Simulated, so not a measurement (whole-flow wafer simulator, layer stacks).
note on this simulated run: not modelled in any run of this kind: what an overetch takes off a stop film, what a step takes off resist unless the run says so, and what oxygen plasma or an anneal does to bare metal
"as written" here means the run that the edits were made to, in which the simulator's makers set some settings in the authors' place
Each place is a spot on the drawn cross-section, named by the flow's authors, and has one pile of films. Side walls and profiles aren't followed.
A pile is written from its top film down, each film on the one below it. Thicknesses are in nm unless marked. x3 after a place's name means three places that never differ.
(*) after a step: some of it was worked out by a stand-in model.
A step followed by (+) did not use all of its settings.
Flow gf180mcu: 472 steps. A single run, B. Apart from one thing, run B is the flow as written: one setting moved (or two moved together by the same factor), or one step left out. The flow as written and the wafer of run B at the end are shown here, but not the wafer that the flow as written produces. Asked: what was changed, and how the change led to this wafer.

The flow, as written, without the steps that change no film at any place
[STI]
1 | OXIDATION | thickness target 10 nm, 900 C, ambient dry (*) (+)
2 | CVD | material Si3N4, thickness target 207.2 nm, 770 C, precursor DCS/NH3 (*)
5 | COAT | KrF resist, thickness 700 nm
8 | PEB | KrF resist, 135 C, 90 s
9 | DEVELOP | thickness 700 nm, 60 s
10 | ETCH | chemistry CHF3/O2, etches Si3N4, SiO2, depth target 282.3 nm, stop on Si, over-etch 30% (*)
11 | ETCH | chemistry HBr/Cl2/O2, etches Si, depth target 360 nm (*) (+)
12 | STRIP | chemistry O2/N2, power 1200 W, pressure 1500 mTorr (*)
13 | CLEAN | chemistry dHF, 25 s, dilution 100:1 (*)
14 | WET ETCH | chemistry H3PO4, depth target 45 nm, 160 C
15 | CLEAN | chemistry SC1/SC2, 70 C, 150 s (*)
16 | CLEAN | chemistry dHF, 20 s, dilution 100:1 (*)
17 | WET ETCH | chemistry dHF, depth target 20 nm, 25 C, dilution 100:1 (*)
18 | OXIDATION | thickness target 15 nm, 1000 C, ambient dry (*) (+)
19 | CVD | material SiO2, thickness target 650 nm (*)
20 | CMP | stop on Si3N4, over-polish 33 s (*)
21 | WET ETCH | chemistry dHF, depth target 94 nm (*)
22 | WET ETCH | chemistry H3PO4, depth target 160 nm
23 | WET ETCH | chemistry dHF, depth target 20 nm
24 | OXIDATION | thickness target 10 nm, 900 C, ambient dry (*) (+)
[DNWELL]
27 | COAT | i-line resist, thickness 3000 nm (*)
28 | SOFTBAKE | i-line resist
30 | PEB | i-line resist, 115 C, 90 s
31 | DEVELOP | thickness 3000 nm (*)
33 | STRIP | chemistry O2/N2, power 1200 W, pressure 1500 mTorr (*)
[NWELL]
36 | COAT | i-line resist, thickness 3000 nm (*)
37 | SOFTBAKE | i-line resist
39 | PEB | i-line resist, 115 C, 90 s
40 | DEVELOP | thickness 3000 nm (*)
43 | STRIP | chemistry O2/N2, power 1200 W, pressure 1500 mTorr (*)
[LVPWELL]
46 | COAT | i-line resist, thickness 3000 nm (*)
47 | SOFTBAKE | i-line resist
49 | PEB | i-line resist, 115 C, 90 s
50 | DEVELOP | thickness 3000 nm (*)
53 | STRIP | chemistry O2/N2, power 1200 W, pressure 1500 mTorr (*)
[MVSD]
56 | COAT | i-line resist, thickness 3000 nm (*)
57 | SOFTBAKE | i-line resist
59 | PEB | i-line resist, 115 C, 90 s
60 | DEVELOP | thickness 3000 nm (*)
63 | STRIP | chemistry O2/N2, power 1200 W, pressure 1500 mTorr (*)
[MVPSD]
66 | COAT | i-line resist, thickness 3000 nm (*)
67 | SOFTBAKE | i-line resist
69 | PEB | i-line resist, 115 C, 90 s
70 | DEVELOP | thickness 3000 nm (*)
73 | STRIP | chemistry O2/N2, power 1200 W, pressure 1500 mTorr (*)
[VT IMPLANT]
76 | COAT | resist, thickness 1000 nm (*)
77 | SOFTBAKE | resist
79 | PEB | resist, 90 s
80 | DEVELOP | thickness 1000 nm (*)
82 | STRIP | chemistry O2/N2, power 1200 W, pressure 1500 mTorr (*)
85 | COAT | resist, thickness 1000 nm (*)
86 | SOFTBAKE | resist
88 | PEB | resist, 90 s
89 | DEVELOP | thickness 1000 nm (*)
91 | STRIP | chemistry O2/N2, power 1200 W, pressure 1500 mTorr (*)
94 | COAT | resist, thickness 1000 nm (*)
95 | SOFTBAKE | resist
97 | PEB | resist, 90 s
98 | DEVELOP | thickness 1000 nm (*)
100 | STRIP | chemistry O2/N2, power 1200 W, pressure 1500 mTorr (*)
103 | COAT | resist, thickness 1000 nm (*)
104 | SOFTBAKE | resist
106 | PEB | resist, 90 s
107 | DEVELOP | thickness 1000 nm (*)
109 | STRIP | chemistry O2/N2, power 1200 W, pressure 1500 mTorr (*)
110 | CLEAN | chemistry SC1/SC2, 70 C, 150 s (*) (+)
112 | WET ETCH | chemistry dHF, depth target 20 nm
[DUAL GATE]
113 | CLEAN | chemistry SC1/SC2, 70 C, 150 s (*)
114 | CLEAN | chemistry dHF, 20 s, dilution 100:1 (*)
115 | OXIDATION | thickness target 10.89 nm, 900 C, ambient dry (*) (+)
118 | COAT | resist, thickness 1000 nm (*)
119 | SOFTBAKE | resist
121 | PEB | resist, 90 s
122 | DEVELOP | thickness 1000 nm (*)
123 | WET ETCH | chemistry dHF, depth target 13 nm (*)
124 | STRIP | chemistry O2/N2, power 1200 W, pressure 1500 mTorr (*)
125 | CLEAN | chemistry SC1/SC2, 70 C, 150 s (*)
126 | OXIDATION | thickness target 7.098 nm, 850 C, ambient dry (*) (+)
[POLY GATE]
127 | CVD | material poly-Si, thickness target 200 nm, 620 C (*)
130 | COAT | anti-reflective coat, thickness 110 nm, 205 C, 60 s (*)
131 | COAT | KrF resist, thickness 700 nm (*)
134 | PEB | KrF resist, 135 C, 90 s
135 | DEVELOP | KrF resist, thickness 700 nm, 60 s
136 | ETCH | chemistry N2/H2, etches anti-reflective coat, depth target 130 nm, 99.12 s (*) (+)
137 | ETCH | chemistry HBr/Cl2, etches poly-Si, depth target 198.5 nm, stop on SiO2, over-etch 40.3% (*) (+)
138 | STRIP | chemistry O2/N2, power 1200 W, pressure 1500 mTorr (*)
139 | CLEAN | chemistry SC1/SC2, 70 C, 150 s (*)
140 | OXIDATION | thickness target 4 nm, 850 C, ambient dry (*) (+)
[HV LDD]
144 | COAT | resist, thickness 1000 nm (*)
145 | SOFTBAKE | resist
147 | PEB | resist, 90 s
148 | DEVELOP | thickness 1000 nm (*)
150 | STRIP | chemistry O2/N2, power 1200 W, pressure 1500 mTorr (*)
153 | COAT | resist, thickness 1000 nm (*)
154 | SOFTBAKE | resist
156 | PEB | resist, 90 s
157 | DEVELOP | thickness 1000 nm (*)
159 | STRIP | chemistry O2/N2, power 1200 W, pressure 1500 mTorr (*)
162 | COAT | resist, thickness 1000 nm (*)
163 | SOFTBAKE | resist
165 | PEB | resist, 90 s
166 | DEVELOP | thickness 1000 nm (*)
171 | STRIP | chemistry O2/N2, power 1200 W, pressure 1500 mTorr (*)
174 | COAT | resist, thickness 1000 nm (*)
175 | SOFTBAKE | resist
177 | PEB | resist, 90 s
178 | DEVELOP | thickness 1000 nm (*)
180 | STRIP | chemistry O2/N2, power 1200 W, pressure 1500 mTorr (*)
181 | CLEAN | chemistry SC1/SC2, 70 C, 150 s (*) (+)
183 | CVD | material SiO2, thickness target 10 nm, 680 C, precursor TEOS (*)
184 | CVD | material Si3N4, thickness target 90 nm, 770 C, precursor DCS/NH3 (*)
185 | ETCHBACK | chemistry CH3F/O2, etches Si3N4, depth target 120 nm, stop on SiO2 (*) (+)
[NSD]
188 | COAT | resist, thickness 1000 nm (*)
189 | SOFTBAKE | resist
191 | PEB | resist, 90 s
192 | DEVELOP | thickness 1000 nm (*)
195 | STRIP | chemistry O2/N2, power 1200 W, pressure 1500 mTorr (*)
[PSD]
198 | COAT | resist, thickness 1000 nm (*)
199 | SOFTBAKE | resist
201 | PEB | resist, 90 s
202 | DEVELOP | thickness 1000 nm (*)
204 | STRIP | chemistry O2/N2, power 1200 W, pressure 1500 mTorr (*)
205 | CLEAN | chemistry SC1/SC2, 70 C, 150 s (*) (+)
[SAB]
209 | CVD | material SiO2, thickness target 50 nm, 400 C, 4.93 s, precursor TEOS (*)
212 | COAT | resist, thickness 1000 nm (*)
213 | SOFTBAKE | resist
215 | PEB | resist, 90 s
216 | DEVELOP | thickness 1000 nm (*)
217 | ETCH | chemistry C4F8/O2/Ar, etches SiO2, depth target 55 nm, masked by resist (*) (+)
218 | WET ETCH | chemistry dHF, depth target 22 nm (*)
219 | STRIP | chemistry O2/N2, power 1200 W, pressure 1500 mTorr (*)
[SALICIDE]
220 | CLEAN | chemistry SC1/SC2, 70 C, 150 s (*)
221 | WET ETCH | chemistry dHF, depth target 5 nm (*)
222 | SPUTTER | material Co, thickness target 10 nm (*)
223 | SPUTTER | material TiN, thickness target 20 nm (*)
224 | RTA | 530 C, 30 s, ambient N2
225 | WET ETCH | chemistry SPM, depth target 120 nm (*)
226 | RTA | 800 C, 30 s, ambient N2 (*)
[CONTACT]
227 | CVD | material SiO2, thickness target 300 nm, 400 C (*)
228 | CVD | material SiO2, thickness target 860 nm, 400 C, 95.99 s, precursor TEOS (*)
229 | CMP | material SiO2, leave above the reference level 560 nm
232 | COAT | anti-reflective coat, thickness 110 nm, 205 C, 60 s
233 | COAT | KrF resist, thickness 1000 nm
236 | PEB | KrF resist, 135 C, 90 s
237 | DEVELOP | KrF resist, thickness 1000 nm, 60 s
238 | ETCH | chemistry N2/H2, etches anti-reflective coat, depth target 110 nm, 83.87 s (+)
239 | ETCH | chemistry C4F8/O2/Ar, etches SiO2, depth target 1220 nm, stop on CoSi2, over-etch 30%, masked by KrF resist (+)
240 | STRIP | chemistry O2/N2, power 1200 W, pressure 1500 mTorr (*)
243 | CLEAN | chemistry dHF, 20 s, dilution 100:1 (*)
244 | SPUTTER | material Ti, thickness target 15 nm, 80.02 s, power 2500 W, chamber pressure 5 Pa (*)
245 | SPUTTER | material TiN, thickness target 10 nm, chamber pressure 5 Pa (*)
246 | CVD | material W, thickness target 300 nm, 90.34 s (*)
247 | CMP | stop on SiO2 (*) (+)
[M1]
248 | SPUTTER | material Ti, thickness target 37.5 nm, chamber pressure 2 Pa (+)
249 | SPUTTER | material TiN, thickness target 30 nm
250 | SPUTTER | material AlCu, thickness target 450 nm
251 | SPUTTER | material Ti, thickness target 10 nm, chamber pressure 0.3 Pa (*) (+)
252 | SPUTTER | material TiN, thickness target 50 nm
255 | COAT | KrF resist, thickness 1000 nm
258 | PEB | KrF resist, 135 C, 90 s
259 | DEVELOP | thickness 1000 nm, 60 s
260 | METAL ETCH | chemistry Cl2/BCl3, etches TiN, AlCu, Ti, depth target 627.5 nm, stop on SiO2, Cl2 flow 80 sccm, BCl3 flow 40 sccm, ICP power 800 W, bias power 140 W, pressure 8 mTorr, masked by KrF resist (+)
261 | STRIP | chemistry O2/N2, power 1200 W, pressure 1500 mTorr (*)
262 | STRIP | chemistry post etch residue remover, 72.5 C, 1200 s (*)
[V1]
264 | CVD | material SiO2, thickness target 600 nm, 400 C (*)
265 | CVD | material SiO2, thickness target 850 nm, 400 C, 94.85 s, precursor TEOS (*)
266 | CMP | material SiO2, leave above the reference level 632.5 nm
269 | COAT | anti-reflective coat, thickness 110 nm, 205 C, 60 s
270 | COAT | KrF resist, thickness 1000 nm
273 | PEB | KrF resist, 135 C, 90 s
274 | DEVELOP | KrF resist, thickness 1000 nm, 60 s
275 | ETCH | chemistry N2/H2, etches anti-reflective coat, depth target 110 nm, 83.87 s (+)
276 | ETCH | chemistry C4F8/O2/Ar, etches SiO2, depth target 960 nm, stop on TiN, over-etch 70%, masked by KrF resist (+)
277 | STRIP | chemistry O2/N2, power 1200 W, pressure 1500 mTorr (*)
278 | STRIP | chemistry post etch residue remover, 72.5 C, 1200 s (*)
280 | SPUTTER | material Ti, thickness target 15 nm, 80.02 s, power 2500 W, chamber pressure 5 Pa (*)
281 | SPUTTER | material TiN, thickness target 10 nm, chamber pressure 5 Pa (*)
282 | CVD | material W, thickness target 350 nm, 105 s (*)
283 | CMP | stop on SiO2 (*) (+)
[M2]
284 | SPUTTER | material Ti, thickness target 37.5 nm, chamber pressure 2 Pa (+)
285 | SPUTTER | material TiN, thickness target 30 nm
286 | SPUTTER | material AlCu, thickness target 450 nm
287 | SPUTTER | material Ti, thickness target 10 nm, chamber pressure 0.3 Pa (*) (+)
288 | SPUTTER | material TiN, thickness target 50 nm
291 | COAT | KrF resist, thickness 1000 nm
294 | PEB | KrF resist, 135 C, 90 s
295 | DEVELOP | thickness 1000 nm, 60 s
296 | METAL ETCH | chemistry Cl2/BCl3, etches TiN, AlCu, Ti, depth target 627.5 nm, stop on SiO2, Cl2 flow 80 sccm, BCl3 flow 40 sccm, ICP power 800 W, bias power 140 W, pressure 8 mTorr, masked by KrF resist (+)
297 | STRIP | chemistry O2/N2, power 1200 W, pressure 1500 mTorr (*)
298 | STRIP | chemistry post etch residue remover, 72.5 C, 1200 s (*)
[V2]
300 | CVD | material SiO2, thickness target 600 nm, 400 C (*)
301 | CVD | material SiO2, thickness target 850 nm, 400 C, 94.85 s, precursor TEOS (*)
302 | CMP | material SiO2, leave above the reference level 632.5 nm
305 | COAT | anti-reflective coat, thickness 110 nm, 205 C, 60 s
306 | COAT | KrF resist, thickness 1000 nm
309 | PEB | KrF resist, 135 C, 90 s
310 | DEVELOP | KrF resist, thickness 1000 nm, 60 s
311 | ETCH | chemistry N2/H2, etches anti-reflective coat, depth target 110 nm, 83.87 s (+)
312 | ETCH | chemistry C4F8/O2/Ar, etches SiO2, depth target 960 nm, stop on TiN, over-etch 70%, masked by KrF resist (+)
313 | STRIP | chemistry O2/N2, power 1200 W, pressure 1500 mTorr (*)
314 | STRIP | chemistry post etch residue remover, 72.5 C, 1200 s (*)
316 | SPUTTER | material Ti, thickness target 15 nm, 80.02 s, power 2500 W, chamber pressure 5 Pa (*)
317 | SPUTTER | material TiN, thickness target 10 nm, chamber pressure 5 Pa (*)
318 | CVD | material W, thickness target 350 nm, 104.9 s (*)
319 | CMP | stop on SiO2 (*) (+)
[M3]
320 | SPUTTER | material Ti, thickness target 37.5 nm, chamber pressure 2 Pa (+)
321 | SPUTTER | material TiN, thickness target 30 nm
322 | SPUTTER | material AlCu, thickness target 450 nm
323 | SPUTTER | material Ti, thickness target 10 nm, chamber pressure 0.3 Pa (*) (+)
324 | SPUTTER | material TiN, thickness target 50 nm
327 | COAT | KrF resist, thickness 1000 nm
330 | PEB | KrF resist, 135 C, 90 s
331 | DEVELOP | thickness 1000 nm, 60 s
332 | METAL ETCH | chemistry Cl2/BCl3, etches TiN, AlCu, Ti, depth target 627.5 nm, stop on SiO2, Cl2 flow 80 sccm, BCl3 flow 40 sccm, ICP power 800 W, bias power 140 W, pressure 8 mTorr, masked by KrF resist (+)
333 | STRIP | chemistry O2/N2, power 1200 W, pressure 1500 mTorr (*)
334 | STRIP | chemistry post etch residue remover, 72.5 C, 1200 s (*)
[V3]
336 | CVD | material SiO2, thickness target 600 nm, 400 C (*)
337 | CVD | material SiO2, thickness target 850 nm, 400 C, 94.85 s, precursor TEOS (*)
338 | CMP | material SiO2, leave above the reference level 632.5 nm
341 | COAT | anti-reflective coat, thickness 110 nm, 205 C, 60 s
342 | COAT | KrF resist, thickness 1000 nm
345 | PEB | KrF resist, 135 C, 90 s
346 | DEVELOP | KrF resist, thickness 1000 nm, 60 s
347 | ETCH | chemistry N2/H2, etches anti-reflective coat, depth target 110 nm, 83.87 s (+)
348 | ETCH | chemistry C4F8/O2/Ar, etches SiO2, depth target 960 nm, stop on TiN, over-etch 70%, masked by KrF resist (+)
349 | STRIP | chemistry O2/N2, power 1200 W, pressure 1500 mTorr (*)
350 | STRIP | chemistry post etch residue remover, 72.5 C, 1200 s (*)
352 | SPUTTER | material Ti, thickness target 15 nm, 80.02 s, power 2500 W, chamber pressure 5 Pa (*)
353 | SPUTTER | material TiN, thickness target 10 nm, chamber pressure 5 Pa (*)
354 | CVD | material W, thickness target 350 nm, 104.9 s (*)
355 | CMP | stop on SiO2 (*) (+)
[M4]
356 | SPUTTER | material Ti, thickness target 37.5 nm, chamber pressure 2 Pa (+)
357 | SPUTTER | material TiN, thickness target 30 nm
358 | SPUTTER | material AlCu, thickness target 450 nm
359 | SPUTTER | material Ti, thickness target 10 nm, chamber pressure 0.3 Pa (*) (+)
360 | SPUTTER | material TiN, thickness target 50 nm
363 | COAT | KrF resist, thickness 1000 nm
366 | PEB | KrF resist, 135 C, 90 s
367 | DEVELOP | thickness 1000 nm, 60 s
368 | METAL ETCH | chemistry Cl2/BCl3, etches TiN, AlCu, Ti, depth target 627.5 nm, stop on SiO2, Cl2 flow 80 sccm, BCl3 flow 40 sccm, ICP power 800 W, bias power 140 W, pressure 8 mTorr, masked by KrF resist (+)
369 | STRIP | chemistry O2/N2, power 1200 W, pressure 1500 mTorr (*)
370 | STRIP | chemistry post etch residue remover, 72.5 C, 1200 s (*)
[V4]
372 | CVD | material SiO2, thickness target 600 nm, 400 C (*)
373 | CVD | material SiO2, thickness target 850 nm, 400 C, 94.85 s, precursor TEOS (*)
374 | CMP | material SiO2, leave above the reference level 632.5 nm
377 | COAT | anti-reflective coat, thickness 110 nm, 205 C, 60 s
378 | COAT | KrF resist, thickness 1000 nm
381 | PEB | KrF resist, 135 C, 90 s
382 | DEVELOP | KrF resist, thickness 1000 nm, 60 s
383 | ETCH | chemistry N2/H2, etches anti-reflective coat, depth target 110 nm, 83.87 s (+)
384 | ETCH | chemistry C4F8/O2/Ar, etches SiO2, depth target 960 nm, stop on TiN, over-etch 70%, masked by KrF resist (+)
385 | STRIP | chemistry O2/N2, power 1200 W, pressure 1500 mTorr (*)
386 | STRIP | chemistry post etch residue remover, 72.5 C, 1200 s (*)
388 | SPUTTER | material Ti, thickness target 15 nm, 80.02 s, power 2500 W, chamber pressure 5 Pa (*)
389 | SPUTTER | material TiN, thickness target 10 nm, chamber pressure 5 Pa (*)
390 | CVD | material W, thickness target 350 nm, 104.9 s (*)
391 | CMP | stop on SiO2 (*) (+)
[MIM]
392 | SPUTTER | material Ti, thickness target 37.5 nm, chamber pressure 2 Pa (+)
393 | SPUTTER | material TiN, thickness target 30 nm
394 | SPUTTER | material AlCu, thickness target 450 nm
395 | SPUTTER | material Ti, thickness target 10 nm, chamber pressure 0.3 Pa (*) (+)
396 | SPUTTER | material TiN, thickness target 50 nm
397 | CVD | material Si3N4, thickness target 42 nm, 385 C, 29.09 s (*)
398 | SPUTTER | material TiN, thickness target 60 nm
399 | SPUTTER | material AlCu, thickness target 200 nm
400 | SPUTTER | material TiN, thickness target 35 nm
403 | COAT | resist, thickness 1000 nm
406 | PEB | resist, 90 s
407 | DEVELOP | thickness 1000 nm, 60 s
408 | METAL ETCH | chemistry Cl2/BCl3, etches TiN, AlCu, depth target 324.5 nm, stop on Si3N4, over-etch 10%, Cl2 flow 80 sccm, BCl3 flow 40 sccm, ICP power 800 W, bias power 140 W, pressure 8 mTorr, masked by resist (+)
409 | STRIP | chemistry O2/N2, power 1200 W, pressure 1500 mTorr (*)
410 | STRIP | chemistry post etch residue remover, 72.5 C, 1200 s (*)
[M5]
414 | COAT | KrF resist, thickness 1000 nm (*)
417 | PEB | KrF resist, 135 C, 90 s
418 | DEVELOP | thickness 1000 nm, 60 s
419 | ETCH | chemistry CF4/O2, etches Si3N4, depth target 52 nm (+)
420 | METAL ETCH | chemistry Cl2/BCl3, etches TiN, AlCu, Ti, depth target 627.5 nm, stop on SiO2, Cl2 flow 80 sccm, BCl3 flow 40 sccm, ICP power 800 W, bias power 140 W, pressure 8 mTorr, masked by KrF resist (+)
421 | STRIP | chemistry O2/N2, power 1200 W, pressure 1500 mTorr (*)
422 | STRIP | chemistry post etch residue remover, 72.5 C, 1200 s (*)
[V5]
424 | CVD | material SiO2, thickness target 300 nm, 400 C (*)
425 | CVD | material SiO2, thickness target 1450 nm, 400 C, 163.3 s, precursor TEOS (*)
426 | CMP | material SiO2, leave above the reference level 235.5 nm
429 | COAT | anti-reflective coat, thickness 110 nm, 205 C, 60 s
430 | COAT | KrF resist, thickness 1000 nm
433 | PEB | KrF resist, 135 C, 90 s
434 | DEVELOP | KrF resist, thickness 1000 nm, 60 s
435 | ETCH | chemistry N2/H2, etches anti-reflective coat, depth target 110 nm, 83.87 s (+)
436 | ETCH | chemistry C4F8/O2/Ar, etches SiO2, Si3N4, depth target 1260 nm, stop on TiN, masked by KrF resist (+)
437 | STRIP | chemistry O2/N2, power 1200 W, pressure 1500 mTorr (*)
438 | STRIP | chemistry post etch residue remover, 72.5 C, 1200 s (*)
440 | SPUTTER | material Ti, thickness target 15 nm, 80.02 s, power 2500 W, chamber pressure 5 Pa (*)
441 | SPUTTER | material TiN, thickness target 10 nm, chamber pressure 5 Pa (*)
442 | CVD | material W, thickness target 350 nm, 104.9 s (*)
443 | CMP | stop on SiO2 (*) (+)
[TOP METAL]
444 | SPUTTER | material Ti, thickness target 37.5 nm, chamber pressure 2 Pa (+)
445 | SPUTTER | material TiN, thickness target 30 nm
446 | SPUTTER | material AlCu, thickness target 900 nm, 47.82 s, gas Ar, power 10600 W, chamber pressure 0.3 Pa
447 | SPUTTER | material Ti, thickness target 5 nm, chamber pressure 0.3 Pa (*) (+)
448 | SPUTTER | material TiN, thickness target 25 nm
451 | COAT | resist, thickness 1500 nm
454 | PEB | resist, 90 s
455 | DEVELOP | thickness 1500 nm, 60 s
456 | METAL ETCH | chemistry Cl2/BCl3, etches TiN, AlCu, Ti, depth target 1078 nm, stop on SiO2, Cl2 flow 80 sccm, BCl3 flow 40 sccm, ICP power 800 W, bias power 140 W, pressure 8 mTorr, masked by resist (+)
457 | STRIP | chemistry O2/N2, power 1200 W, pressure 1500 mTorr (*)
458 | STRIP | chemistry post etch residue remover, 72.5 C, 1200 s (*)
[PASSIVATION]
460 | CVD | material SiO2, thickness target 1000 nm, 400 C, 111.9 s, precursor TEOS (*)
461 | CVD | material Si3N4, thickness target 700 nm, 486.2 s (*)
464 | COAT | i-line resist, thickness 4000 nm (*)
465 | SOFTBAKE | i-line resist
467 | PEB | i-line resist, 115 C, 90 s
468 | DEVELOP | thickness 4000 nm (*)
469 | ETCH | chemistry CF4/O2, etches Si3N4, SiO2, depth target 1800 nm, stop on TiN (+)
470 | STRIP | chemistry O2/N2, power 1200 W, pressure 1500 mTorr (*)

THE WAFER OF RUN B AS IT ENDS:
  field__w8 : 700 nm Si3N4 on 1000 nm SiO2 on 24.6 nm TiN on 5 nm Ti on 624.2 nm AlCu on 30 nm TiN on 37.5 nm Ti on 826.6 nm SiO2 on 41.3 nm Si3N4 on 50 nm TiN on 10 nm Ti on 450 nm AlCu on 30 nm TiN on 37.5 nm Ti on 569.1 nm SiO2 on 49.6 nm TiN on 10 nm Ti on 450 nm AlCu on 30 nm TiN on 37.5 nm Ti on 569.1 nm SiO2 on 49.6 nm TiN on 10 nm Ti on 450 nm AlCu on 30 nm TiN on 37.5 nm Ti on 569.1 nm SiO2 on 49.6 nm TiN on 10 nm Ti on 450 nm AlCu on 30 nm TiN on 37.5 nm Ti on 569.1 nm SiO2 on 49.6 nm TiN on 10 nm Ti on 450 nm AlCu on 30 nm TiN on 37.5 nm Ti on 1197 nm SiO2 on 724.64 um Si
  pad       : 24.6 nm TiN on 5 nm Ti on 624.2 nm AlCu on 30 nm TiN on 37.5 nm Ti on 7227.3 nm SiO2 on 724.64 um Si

What caused this: step 446, SPUTTER: 33.47 s was run, whereas the flow has 47.82 s.

The path from the change to this, step by step:
  446 | SPUTTER | material AlCu, thickness target 900 nm, 47.82 s, gas Ar, power 10600 W, chamber pressure 0.3 Pa
      field, field__w1, field__w2 and 109 more: +624.2 AlCu (new film) (in the flow as written it would be: +900 AlCu (new film))
  456 | METAL ETCH | chemistry Cl2/BCl3, etches TiN, AlCu, Ti, depth target 1078 nm, stop on SiO2, Cl2 flow 80 sccm, BCl3 flow 40 sccm, ICP power 800 W, bias power 140 W, pressure 8 mTorr, masked by resist (+)
      field, field__w1, field__w2 and 103 more: -25 TiN (all of it), -5 Ti (all of it), -624.2 AlCu (all of it), -30 TiN (all of it), -37.5 Ti (all of it) (in the flow as written it would be: -25 TiN (all of it), -5 Ti (all of it), -900 AlCu (all of it), -30 TiN (all of it), -37.5 Ti (all of it))
  464 | COAT | i-line resist, thickness 4000 nm (*)
      field__w8: +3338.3 i-line resist (new film) (in the flow as written it would be: +3093.1 i-line resist (new film))
      contact: +3373.9 i-line resist (new film) (in the flow as written it would be: +3153.6 i-line resist (new film))
      (as well as at 4 more places)
  465 | SOFTBAKE | i-line resist
      field: -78 i-line resist (in the flow as written it would be: -120.6 i-line resist)
      field__w1: -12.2 i-line resist (in the flow as written it would be: -16.8 i-line resist)
      (as well as at 67 more places)
  467 | PEB | i-line resist, 115 C, 90 s
      field__w8, m1__w1: -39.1 i-line resist (in the flow as written it would be: -34.7 i-line resist)
      contact, m1: -39.3 i-line resist (in the flow as written it would be: -35.1 i-line resist)
      (as well as at 2 more places)
  468 | DEVELOP | thickness 4000 nm (*)
      pad: -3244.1 i-line resist (all of it) (in the flow as written it would be: -2974.8 i-line resist (all of it))
  470 | STRIP | chemistry O2/N2, power 1200 W, pressure 1500 mTorr (*)
      field__w8, m1__w1: -2053.6 i-line resist (all of it) (in the flow as written it would be: -1787.7 i-line resist (all of it))
      contact: -2067.9 i-line resist (all of it) (in the flow as written it would be: -1811.2 i-line resist (all of it))
      (as well as at 2 more places)
